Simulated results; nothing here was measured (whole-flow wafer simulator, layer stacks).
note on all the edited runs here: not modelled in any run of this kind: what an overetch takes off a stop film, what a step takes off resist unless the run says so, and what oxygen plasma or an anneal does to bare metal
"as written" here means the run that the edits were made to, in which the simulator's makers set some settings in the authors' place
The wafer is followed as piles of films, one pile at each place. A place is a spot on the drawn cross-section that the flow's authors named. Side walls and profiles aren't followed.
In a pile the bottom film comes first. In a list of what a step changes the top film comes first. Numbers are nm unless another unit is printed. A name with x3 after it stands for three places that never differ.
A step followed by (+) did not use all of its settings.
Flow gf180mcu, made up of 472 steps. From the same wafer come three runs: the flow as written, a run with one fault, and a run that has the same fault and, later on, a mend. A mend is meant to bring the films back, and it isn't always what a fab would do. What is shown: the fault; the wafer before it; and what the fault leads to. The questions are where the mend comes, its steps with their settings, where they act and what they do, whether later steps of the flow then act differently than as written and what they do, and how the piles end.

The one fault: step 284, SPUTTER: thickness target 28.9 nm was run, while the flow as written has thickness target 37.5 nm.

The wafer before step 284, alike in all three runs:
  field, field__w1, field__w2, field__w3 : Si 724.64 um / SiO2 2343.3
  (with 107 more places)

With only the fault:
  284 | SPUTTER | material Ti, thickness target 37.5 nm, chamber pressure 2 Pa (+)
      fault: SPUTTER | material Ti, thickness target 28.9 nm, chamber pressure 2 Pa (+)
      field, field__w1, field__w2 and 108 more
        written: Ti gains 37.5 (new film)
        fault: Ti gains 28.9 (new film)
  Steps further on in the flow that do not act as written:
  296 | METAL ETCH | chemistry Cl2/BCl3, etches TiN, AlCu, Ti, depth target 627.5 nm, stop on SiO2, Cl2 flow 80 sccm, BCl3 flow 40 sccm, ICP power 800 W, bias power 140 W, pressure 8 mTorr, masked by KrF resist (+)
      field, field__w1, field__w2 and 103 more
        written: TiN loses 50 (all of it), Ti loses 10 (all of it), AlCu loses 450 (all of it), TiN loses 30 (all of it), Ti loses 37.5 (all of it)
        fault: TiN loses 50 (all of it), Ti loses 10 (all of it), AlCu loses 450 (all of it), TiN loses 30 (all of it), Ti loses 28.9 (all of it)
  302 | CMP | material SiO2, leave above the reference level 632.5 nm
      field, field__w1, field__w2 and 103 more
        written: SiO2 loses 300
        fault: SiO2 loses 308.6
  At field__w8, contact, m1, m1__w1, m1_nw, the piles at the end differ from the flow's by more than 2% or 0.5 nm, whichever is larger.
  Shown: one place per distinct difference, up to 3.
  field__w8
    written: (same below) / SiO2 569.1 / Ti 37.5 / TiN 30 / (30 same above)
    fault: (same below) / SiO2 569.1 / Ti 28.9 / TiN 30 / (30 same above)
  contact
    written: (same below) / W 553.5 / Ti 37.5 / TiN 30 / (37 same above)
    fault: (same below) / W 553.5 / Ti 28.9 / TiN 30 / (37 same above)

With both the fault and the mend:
  The mend stands after step 284.
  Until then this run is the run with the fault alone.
  284a | SPUTTER | material Ti, thickness target 8.6 nm, chamber pressure 2 Pa (+) (a further turn of the flow's step 284, with different settings)
      field, field__w1, field__w2 and 108 more
        Ti gains 8.6
  None of the later steps of the flow acts differently than as written at any place that is followed.
  At every place that both follow, the piles at the end match the flow's.
